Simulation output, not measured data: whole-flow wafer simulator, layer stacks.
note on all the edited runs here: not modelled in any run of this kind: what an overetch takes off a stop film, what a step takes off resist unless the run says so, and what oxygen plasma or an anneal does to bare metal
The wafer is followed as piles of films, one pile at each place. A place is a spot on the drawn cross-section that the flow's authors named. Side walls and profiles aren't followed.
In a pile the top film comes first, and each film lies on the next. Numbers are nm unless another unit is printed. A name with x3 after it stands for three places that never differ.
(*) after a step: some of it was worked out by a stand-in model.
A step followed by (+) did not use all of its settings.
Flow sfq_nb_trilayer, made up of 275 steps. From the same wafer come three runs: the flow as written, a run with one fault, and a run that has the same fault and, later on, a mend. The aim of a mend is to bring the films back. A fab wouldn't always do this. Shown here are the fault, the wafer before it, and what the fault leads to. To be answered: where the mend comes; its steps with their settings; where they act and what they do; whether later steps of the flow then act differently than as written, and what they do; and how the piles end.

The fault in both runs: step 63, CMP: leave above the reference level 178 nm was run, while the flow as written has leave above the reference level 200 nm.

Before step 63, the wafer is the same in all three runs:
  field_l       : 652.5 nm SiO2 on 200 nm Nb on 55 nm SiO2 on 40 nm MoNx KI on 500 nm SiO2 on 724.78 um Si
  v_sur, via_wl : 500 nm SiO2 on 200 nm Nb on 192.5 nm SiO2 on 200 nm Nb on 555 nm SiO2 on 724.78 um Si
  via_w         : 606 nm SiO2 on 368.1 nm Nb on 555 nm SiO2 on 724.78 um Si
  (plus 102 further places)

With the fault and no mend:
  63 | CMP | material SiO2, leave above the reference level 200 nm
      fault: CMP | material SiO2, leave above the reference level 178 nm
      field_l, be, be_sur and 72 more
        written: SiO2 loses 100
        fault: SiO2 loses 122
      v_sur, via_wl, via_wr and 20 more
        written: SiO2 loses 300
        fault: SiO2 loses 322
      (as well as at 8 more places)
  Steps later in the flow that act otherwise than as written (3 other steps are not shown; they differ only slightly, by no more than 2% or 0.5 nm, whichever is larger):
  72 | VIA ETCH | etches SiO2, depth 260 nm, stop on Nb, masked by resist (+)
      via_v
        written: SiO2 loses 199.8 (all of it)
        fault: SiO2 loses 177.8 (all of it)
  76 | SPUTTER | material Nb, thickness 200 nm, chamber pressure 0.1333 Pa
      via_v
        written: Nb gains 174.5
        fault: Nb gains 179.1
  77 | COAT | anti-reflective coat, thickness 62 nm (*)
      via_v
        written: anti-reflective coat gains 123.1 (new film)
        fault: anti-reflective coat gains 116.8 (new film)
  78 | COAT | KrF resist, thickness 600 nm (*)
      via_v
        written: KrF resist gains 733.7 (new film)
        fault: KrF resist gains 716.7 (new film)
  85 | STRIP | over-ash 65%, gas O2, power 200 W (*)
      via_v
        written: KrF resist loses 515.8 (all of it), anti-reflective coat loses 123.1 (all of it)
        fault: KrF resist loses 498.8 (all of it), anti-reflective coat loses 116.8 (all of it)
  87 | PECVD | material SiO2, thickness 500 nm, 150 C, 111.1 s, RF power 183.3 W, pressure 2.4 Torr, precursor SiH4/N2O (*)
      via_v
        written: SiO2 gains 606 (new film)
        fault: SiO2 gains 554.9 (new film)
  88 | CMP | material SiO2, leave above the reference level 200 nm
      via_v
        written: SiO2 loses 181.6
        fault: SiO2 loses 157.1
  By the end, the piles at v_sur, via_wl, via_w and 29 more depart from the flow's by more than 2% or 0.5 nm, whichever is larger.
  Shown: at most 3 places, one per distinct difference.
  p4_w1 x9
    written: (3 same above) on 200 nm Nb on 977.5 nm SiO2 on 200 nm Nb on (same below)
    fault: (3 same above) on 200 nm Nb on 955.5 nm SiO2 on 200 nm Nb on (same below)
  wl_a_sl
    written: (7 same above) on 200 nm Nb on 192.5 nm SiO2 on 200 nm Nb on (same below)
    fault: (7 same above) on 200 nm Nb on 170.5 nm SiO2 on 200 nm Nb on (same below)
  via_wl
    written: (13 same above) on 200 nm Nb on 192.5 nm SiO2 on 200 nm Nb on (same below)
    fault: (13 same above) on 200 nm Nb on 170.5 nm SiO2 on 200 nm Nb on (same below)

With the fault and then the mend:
  The mend stands after step 70.
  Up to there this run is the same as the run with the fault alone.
  70a | STRIP | over-ash 65%, gas O2, power 200 W (*)
      field_l, v_sur, via_wl and 102 more
        KrF resist loses 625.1 (all of it), anti-reflective coat loses 62 (all of it)
      via_v
        anti-reflective coat loses 62 (all of it)
  70b | PECVD | material SiO2, thickness 22 nm, 150 C, 4.889 s, RF power 183.3 W, pressure 2.4 Torr, precursor SiH4/N2O (the flow's step 62 again, with other settings)
      field_l, v_sur, via_wl and 103 more
        SiO2 gains 22
  70c | COAT | anti-reflective coat, thickness 62 nm (the flow's step 65 again)
      field_l, v_sur, via_wl and 103 more
        anti-reflective coat gains 62 (new film)
  70d | COAT | KrF resist, thickness 650 nm (the flow's step 66 again)
      field_l, v_sur, via_wl and 103 more
        KrF resist gains 650 (new film)
  70e | SOFTBAKE | KrF resist (the flow's step 67 again)
      does not change any film at any place that is followed
  70f | EXPOSE | photomask I1, dose 11.91 mJ/cm2, NA 0.6, wavelength 248 nm (*) (the flow's step 68 again)
      does not change any film at any place that is followed
  70g | PEB | KrF resist, 90 s (the flow's step 69 again)
      field_l, v_sur, via_wl and 103 more
        KrF resist loses 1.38
  70h | DEVELOP | KrF resist, thickness 650 nm, 60 s (the flow's step 70 again)
      field_l, v_sur, via_wl and 102 more
        KrF resist loses 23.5
      via_v
        KrF resist loses 648.6 (all of it)
  Later steps of the flow that are run all act as written at every place that is followed, up to a difference of at most 2% or 0.5 nm, whichever is larger.
  When the end is reached, the piles differ only a little from the flow's at the places that both follow, at most by 2% or 0.5 nm, whichever is larger.
